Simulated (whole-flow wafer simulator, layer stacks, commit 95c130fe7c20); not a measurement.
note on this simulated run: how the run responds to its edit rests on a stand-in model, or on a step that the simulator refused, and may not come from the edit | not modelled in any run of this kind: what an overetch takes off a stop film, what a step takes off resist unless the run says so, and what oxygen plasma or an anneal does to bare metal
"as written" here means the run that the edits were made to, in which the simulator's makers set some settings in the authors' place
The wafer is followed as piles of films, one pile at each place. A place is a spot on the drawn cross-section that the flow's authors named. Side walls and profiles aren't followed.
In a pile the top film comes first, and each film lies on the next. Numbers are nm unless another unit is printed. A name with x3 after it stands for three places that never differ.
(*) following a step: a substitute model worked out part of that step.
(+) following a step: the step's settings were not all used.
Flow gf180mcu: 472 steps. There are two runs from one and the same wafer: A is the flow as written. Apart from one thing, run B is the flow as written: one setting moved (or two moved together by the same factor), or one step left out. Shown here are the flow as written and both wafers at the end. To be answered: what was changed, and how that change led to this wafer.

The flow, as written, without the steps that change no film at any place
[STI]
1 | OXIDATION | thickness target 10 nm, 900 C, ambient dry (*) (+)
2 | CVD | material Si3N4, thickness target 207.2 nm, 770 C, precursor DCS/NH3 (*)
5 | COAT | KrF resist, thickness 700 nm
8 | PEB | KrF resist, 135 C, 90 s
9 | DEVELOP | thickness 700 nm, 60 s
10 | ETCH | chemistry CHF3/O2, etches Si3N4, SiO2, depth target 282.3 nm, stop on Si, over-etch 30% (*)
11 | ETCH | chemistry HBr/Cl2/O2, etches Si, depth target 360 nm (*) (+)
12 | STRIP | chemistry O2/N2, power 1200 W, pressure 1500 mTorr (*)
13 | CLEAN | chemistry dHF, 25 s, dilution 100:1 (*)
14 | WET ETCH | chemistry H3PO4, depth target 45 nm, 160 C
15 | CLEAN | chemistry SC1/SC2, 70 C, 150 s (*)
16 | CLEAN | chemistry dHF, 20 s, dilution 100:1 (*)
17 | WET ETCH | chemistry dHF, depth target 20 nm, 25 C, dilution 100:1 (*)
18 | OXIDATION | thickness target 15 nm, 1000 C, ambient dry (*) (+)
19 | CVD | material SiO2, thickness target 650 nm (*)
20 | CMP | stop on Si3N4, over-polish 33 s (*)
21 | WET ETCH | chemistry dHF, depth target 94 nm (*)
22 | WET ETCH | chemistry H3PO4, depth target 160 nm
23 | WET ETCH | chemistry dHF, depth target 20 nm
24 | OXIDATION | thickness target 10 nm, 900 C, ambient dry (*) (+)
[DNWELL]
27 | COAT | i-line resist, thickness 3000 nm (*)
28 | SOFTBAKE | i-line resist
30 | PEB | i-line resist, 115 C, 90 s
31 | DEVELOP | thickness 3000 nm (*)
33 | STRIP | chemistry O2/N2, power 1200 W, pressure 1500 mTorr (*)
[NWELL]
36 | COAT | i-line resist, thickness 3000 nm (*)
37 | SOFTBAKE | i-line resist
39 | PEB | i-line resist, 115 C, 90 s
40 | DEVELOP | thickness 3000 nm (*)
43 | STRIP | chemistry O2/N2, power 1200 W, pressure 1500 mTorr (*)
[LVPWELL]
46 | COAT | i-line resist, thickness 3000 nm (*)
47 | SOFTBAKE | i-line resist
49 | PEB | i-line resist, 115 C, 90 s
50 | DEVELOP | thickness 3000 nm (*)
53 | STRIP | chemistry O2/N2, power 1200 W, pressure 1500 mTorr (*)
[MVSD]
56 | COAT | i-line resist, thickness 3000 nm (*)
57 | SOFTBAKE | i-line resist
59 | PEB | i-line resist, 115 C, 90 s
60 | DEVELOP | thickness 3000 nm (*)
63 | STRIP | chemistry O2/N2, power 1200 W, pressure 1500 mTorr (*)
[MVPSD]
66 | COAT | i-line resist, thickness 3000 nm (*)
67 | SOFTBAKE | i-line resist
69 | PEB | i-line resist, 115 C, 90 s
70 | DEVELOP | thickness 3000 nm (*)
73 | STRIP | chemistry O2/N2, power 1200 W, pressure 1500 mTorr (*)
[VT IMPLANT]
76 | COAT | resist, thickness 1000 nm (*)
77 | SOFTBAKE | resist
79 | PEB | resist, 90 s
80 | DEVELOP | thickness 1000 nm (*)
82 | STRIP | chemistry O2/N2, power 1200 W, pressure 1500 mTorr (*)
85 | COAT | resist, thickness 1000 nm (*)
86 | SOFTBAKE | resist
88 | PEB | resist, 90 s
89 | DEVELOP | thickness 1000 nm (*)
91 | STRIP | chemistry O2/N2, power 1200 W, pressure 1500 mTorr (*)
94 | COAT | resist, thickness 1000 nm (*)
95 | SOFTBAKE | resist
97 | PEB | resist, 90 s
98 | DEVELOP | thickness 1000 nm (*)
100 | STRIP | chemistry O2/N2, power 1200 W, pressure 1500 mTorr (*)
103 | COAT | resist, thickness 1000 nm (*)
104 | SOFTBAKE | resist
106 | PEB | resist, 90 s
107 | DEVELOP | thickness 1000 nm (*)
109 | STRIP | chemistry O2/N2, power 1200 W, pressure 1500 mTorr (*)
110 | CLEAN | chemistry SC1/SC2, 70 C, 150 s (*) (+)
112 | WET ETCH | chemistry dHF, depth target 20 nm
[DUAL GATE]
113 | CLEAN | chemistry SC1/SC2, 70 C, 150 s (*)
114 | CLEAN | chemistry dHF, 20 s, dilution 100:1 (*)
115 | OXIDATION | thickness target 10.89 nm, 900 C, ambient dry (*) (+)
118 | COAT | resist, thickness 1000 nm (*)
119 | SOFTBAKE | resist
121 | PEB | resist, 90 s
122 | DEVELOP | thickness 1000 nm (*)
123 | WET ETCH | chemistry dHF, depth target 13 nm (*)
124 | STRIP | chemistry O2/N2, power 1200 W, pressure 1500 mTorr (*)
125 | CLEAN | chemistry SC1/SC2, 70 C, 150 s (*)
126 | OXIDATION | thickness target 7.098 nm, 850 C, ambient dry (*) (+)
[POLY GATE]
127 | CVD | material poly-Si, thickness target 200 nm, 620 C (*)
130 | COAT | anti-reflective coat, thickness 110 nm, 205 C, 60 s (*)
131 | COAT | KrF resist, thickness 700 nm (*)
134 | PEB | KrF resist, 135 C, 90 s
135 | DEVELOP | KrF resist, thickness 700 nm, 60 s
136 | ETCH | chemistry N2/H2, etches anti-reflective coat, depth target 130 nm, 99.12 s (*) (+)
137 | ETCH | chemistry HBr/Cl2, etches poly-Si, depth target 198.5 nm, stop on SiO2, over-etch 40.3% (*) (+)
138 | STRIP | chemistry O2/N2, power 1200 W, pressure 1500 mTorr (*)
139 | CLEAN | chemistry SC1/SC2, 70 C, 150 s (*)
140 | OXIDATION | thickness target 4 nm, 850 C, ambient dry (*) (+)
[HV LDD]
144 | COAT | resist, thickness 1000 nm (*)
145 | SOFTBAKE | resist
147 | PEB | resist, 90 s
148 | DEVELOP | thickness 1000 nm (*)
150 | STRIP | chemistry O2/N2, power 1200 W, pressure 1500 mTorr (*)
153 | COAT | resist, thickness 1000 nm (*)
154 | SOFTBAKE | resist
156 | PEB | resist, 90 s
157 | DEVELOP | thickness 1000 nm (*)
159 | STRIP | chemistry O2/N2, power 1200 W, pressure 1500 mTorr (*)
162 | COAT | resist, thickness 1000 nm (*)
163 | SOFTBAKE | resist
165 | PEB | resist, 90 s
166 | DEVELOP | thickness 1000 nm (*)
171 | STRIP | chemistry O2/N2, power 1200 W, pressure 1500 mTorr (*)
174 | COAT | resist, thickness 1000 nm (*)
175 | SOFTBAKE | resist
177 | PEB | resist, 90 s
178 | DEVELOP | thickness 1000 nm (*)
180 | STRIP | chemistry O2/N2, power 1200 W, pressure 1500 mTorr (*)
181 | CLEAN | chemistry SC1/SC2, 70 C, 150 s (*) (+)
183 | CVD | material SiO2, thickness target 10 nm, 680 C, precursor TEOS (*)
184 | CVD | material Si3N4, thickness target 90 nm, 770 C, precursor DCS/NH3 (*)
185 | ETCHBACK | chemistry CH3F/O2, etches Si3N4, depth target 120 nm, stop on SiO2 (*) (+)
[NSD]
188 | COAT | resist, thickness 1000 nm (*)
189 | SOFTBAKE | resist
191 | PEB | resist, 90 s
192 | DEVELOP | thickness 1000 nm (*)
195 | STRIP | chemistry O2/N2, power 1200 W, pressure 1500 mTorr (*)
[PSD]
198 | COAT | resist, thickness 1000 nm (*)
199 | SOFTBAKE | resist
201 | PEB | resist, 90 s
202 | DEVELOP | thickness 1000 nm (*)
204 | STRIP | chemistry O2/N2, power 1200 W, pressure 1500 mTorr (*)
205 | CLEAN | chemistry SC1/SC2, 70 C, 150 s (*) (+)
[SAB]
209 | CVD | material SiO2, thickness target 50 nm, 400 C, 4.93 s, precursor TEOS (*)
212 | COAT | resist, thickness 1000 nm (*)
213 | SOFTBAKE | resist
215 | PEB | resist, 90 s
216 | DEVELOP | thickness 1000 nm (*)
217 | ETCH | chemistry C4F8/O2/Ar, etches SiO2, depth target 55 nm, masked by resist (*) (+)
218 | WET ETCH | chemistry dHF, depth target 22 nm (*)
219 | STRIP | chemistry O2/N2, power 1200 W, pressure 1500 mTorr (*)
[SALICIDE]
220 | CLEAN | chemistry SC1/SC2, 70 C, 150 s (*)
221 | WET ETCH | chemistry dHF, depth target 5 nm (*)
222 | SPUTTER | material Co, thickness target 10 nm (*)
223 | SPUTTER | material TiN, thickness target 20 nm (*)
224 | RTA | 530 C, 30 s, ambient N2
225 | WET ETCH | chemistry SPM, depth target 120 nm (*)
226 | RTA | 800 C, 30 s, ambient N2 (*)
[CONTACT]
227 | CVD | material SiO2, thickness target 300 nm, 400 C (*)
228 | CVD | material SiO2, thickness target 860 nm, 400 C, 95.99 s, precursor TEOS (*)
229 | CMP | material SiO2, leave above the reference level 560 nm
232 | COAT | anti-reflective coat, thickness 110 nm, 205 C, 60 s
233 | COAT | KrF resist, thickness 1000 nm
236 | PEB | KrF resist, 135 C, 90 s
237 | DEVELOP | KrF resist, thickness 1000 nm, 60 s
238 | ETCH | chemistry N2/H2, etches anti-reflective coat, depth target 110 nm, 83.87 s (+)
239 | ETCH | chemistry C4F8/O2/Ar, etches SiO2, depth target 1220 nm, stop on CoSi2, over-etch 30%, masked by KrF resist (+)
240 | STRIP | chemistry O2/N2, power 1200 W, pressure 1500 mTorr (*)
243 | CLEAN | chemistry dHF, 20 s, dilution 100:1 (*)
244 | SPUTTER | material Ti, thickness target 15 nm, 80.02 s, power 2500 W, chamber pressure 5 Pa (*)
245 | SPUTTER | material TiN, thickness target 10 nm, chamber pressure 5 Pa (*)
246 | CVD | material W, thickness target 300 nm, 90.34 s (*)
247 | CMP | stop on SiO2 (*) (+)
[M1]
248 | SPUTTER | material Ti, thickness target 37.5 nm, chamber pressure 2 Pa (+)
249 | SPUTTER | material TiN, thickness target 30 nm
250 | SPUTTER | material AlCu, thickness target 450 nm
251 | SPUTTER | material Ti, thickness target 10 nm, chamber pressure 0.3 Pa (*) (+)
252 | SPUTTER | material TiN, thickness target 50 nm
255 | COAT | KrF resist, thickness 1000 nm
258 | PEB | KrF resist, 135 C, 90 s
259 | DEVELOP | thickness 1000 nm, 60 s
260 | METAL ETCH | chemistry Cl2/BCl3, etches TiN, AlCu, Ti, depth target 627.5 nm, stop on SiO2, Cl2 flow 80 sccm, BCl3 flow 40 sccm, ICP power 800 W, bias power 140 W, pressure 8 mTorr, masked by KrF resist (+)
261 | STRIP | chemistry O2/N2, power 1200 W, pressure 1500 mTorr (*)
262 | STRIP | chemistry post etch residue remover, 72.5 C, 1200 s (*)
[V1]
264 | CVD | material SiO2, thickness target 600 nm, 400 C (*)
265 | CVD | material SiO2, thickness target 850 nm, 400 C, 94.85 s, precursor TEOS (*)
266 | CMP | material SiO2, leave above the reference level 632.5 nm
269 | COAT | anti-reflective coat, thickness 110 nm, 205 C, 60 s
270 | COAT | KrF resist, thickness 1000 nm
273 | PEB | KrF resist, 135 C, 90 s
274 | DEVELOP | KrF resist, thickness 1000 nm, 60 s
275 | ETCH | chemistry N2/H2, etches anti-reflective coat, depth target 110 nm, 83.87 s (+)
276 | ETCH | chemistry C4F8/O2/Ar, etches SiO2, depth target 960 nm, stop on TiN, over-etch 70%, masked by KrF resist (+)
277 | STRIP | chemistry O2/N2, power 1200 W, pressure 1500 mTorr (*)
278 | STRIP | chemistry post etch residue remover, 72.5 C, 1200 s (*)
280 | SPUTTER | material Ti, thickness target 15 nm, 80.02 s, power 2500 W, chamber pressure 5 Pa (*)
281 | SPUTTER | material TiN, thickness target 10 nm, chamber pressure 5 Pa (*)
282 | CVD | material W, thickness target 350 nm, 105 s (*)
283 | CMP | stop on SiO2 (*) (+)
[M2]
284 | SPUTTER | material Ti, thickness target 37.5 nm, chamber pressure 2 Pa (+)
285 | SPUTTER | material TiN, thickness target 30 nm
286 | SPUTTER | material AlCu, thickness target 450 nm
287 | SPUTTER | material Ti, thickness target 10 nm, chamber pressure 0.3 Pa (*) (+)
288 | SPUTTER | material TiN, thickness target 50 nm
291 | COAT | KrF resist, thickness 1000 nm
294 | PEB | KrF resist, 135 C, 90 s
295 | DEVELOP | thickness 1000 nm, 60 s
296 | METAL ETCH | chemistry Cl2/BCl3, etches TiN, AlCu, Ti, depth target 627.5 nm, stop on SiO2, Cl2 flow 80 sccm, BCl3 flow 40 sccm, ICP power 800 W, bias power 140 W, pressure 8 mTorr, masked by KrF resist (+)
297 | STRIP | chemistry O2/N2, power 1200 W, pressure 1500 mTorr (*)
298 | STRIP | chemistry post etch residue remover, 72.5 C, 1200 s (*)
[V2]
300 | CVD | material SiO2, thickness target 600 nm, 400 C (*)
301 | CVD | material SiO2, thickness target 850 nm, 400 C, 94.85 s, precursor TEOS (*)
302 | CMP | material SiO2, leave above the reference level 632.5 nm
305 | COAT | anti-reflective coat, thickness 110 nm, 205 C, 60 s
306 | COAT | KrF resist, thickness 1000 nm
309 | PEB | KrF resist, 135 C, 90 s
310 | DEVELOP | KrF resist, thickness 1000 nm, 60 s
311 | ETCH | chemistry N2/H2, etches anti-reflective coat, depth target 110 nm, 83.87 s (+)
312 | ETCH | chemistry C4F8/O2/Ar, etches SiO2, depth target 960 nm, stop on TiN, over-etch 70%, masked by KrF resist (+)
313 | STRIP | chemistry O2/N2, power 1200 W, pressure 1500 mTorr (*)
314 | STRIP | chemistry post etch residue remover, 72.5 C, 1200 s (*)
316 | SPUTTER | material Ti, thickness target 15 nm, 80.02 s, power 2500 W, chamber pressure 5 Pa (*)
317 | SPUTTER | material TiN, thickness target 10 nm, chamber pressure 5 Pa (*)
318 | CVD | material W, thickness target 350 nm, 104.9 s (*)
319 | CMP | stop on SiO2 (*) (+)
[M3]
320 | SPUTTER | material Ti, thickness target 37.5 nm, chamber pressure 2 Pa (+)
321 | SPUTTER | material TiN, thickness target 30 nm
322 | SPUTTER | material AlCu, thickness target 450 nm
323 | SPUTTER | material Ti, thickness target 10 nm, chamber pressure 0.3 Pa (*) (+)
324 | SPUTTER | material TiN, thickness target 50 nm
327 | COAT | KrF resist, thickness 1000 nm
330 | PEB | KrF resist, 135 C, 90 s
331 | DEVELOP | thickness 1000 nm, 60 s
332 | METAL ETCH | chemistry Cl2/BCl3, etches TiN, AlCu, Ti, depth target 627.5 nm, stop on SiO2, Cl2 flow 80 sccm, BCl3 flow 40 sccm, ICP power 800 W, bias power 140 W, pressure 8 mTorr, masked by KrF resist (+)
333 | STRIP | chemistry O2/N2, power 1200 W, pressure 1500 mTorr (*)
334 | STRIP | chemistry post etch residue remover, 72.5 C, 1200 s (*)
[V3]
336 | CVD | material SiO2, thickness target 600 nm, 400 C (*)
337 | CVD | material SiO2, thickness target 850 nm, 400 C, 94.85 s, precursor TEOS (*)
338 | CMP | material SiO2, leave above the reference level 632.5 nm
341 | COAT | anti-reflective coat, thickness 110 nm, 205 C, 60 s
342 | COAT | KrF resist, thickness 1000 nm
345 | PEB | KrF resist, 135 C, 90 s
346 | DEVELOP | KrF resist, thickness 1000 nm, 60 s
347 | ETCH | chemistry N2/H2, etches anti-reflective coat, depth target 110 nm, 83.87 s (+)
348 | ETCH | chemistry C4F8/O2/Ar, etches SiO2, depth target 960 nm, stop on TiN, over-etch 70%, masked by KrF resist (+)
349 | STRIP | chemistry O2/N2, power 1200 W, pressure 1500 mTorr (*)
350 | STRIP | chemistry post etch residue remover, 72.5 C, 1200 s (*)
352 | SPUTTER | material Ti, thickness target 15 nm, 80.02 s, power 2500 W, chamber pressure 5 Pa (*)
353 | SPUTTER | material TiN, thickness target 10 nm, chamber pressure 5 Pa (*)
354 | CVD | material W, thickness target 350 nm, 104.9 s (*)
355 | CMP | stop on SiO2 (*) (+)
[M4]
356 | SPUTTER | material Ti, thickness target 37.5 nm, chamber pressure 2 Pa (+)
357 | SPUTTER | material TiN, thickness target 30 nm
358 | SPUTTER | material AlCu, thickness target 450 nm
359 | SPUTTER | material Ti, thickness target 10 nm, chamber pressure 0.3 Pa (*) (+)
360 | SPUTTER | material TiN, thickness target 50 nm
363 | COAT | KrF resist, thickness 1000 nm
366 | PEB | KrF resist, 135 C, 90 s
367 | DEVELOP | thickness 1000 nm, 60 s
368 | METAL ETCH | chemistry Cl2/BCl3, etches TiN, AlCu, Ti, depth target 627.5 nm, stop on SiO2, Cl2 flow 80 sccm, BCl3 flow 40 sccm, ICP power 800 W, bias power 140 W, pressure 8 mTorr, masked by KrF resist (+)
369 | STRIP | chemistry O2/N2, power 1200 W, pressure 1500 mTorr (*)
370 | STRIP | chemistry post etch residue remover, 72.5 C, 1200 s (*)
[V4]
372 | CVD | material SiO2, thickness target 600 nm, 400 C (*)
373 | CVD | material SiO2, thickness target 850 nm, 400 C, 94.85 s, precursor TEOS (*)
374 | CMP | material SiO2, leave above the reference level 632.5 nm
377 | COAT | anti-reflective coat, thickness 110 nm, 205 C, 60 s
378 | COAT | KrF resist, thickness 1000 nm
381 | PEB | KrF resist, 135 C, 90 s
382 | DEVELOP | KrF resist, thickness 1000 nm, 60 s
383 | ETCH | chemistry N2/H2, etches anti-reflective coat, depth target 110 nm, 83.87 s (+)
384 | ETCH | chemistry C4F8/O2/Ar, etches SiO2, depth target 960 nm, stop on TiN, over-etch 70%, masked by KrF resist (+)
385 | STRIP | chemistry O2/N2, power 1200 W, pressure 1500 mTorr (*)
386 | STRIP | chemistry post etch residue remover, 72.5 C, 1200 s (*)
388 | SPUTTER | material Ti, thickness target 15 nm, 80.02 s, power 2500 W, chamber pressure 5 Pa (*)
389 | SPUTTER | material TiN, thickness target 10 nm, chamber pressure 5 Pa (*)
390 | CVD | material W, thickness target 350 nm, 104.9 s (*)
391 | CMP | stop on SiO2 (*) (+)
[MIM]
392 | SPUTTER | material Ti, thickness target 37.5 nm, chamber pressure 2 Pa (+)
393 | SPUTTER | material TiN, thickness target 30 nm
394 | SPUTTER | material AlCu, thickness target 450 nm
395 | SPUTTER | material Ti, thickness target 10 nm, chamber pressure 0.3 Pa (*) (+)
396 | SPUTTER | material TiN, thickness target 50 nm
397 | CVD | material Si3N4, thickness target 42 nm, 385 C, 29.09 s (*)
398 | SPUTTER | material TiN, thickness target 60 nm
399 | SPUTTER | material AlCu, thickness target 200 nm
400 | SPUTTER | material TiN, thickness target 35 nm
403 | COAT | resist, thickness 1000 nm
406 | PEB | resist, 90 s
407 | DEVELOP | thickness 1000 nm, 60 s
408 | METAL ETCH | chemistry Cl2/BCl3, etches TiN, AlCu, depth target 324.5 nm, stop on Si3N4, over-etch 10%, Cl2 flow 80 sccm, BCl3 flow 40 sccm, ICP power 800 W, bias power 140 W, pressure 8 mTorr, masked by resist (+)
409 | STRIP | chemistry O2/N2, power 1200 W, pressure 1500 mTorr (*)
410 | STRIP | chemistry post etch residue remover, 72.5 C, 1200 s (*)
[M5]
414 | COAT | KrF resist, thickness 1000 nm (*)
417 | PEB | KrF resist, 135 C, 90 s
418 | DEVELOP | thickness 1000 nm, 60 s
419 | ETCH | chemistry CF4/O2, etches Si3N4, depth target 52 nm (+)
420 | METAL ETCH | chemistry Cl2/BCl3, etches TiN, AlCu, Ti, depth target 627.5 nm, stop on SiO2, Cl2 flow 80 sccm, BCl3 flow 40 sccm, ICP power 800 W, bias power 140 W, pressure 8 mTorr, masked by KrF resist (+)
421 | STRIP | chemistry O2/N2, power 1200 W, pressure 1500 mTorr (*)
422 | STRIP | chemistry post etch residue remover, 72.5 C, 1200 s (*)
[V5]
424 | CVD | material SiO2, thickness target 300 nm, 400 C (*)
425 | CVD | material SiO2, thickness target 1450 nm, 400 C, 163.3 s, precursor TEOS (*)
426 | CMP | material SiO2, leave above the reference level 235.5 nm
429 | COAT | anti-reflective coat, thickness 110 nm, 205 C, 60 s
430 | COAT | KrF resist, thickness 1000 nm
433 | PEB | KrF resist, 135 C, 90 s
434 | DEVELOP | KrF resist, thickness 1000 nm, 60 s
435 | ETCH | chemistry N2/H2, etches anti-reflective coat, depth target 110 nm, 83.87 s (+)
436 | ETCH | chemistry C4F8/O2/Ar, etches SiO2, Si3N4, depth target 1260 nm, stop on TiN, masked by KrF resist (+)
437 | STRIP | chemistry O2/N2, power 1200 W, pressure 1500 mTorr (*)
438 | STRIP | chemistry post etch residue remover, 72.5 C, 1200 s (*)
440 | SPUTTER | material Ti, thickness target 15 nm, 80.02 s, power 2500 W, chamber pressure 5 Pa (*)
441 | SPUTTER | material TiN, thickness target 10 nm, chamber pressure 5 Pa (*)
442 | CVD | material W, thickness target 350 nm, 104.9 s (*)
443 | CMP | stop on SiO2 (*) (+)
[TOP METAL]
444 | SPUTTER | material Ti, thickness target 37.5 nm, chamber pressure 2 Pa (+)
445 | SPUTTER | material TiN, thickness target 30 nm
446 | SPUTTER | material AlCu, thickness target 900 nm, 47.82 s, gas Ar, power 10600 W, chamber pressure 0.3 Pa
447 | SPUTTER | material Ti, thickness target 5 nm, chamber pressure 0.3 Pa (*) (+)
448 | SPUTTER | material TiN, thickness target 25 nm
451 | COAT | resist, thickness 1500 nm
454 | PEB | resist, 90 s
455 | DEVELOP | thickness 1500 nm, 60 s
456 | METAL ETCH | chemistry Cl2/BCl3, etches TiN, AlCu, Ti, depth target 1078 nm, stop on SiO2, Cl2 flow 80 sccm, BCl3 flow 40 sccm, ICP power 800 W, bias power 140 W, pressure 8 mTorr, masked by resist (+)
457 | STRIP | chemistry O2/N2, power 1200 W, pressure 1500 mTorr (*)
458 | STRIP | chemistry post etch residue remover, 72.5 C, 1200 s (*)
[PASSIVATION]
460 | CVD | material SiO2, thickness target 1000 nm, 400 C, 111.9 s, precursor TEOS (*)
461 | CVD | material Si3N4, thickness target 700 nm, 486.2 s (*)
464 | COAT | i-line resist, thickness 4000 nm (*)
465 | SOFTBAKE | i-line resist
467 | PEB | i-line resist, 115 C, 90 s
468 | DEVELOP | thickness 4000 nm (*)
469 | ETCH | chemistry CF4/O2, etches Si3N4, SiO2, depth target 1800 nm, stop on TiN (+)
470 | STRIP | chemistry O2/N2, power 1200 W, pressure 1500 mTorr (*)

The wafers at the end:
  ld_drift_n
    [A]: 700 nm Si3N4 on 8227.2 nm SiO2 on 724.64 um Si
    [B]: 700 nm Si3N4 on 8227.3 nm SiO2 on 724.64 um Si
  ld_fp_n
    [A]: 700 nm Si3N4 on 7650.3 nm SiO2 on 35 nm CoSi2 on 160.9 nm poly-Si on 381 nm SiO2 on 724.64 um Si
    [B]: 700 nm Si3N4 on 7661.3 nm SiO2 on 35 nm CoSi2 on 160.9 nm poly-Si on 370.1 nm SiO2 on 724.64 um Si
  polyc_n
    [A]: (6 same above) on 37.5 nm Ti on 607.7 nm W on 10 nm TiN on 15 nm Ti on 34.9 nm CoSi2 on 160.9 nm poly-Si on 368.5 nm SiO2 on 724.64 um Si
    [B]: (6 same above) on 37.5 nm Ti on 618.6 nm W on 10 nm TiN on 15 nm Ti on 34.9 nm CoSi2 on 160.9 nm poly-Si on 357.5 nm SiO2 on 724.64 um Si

What caused this: step 112, WET ETCH: depth target 30 nm was run, whereas the flow has depth target 20 nm.

How this came from the change, step by step:
  112 | WET ETCH | chemistry dHF, depth target 20 nm
      field, field__w2, field__w3 and 43 more: A SiO2 loses 22 | B SiO2 loses 33
  130 | COAT | anti-reflective coat, thickness 110 nm, 205 C, 60 s (*)
      p_well, spacer, sd_n: A anti-reflective coat gains 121 (new film) | B anti-reflective coat gains 110.4 (new film)
      gate, gate_p: A anti-reflective coat gains 117 (new film) | B anti-reflective coat gains 112.2 (new film)
      (also at 67 further places)
  136 | ETCH | chemistry N2/H2, etches anti-reflective coat, depth target 130 nm, 99.12 s (*) (+)
      p_well, spacer, sd_n: A anti-reflective coat loses 121 (all of it), poly-Si loses 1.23 | B anti-reflective coat loses 110.4 (all of it), poly-Si loses 1.5
      field__w1: A anti-reflective coat loses 99.6 (all of it), poly-Si loses 1.78 | B anti-reflective coat loses 106 (all of it), poly-Si loses 1.61
      (also at 48 further places)
  138 | STRIP | chemistry O2/N2, power 1200 W, pressure 1500 mTorr (*)
      gate: A chemical SiO2 gains 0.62 (new film), KrF resist loses 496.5 (all of it), anti-reflective coat loses 117 (all of it), poly-Si loses 0.27 | B chemical SiO2 gains 0.62 (new film), KrF resist loses 495.8 (all of it), anti-reflective coat loses 112.2 (all of it), poly-Si loses 0.27
      gate_hv: A chemical SiO2 gains 0.62 (new film), KrF resist loses 495.3 (all of it), anti-reflective coat loses 109.8 (all of it), poly-Si loses 0.27 | B chemical SiO2 gains 0.62 (new film), KrF resist loses 493.6 (all of it), anti-reflective coat loses 107 (all of it), poly-Si loses 0.27
      (also at 18 further places)
  144 | COAT | resist, thickness 1000 nm (*)
      field__w6: A resist gains 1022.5 (new film) | B resist gains 1051.5 (new film)
  145 | SOFTBAKE | resist
      field: A nothing | B resist gains 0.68
      nw_enc_fld_lv__w3: A resist gains 0.39 | B resist loses 0.36
      (also at 1 further place)
  147 | PEB | resist, 90 s
      field__w6: A resist loses 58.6 | B resist loses 60.5
  150 | STRIP | chemistry O2/N2, power 1200 W, pressure 1500 mTorr (*)
      field__w6: A resist loses 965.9 (all of it) | B resist loses 994.2 (all of it)
  153 | COAT | resist, thickness 1000 nm (*)
      field__w6: A resist gains 1022.5 (new film) | B resist gains 1051.5 (new film)
  154 | SOFTBAKE | resist
      field: A nothing | B resist gains 0.68
      nw_enc_fld_lv__w3: A resist gains 0.39 | B resist loses 0.36
      (also at 1 further place)
  156 | PEB | resist, 90 s
      field__w6: A resist loses 58.6 | B resist loses 60.5
  159 | STRIP | chemistry O2/N2, power 1200 W, pressure 1500 mTorr (*)
      field__w6: A resist loses 965.9 (all of it) | B resist loses 994.2 (all of it)
  162 | COAT | resist, thickness 1000 nm (*)
      field__w6: A resist gains 1022.5 (new film) | B resist gains 1051.5 (new film)
  163 | SOFTBAKE | resist
      field: A nothing | B resist gains 0.68
      nw_enc_fld_lv__w3: A resist gains 0.39 | B resist loses 0.36
      (also at 1 further place)
  165 | PEB | resist, 90 s
      field__w6: A resist loses 58.6 | B resist loses 60.5
  166 | DEVELOP | thickness 1000 nm (*)
      field__w6: A resist loses 965.9 (all of it) | B resist loses 994.2 (all of it)
  ... 10 other steps ...
  229 | CMP | material SiO2, leave above the reference level 560 nm
      ldn_sep__w1, ldn_sep__w2, ldn_fld__w1, ldp_sep__w2, ldp_dft, ldp_out, ldp_fld__w2, ldp_fld__w3: A SiO2 loses 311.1 | B SiO2 loses 300.2
      sti, mim_1p0, pad, dice_street, iso_nw_fld, iso_fld_sub: A SiO2 loses 297 | B SiO2 loses 286
      (also at 51 further places)
